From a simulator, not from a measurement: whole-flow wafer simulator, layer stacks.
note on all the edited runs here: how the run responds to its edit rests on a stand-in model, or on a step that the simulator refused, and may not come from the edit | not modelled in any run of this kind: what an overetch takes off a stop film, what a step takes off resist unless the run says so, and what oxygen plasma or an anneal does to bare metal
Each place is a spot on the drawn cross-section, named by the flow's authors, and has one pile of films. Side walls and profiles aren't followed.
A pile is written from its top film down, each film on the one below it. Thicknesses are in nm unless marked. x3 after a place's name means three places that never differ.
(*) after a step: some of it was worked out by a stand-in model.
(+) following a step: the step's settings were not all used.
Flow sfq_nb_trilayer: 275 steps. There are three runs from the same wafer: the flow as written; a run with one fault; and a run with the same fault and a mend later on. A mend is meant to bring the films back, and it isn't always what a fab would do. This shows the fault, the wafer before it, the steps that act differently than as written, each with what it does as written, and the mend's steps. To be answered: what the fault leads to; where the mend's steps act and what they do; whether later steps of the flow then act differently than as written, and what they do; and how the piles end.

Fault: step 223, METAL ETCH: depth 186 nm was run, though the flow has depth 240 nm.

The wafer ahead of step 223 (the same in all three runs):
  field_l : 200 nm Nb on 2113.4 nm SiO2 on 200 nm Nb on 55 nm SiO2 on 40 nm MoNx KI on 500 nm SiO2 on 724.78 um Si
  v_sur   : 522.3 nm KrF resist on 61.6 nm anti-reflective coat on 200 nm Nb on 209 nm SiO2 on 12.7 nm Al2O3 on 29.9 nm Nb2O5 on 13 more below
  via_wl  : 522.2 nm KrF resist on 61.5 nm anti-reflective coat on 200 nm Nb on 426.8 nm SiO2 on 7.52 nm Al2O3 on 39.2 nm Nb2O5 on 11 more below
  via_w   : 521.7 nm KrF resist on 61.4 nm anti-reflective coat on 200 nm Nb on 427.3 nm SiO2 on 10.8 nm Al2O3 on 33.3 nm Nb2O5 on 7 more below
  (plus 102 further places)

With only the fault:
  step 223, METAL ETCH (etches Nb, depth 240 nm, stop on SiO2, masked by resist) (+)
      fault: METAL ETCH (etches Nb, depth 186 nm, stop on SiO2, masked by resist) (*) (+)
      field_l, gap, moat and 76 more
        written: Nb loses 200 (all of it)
        fault: Nb loses 186
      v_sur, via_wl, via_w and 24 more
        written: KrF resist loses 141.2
        fault: KrF resist loses 109.4
  Steps later in the flow that act otherwise than as written:
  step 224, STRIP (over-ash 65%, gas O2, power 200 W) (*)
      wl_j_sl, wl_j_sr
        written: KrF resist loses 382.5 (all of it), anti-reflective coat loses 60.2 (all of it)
        fault: KrF resist loses 414.3 (all of it), anti-reflective coat loses 60.2 (all of it)
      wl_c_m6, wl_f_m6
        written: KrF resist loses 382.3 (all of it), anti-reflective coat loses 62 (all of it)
        fault: KrF resist loses 414 (all of it), anti-reflective coat loses 62 (all of it)
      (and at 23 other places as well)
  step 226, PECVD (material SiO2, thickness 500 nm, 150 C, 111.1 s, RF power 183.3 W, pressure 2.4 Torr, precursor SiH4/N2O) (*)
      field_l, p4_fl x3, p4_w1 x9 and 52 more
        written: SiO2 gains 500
        fault: SiO2 gains 500 (new film)
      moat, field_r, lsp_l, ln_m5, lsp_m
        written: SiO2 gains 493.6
        fault: SiO2 gains 494.1 (new film)
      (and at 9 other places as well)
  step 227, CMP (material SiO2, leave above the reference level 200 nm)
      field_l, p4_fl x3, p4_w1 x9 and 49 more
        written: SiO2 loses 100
        fault: SiO2 loses 114
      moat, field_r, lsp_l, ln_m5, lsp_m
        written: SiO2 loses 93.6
        fault: SiO2 loses 108.1
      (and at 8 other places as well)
  The piles end different from the flow's at field_l, gap, moat and 76 more by more than 2% or 0.5 nm, whichever is larger.
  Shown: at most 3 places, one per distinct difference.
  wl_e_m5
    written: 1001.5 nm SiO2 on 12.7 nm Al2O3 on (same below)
    fault: 778.5 nm SiO2 on 14 nm Nb on 209 nm SiO2 on 12.7 nm Al2O3 on (same below)
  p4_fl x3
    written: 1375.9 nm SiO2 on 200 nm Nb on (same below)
    fault: 778.5 nm SiO2 on 14 nm Nb on 583.4 nm SiO2 on 200 nm Nb on (same below)
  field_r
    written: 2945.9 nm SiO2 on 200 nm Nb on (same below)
    fault: 778.5 nm SiO2 on 14 nm Nb on 2153.4 nm SiO2 on 200 nm Nb on (same below)

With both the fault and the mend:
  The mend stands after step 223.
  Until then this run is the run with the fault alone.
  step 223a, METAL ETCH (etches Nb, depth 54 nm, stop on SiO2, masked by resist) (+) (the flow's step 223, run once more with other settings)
      field_l, gap, moat and 76 more
        Nb loses 14 (all of it)
      v_sur, via_wl, via_w and 24 more
        KrF resist loses 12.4
  Steps later in the flow that act otherwise than as written:
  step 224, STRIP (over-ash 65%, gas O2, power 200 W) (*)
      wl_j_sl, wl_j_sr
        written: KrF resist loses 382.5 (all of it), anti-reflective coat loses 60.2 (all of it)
        mend: KrF resist loses 401.9 (all of it), anti-reflective coat loses 60.2 (all of it)
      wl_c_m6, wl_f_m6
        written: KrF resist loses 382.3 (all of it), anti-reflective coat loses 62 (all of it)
        mend: KrF resist loses 401.7 (all of it), anti-reflective coat loses 62 (all of it)
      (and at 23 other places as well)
  The piles end the same as the flow's at every place that both follow.
